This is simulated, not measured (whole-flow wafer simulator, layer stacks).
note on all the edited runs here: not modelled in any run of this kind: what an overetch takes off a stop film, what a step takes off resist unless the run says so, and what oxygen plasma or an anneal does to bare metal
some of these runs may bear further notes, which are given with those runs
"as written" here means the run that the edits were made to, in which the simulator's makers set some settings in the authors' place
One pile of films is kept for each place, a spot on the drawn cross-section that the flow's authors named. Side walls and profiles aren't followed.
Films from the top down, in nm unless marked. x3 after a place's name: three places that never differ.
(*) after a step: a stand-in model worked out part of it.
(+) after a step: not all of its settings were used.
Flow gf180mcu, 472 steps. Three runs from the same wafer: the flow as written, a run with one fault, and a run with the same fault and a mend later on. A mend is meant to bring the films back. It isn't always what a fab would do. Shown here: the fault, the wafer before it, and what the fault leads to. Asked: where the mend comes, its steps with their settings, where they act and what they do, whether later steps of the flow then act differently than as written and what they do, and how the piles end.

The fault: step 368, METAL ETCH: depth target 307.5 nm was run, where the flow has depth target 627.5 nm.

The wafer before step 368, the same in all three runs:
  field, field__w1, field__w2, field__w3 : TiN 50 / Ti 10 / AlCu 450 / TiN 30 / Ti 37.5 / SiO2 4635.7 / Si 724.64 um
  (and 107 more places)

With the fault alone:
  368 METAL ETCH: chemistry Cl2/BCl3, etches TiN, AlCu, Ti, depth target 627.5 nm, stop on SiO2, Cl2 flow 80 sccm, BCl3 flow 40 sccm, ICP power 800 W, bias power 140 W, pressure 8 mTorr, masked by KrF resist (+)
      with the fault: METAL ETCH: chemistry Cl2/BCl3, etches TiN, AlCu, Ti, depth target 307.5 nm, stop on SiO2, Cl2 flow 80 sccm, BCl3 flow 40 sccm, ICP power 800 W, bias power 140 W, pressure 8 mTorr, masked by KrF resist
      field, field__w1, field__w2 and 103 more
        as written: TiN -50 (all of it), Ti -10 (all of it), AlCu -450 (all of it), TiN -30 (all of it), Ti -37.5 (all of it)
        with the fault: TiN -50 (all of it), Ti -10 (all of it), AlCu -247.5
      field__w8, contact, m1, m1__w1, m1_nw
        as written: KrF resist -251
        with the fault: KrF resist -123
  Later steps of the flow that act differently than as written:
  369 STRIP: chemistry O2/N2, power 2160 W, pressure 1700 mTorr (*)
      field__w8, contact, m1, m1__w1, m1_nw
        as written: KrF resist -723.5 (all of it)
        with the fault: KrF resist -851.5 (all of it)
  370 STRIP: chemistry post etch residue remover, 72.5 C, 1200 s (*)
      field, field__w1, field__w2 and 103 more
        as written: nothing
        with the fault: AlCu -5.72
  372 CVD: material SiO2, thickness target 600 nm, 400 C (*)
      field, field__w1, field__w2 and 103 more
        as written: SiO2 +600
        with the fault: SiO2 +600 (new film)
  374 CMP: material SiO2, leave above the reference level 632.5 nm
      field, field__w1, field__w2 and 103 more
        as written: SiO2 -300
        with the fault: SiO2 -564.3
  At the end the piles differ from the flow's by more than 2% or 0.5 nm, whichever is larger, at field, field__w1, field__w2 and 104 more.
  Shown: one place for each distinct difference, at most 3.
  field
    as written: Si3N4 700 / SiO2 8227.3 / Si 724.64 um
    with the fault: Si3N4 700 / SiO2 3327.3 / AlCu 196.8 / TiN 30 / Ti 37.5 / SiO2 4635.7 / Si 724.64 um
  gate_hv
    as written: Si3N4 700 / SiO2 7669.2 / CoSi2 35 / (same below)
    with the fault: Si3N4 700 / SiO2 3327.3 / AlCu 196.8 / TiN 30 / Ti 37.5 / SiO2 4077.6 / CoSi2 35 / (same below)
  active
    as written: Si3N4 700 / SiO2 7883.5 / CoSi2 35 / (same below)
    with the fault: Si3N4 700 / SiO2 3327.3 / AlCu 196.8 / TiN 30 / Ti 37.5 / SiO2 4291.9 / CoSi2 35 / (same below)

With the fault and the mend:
  The mend comes after step 368.
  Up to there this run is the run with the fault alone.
  368a METAL ETCH: chemistry Cl2/BCl3, etches TiN, AlCu, Ti, depth target 320 nm, stop on SiO2, Cl2 flow 80 sccm, BCl3 flow 40 sccm, ICP power 800 W, bias power 140 W, pressure 8 mTorr, masked by KrF resist (+) (the flow's step 368 once more, with other settings)
      field, field__w1, field__w2 and 103 more
        AlCu -202.5 (all of it), TiN -30 (all of it), Ti -37.5 (all of it)
      field__w8, contact, m1, m1__w1, m1_nw
        KrF resist -128
  No later step of the flow acts differently than as written at any place that is followed.
  At the end the piles are the same as the flow's at every place that both follow.
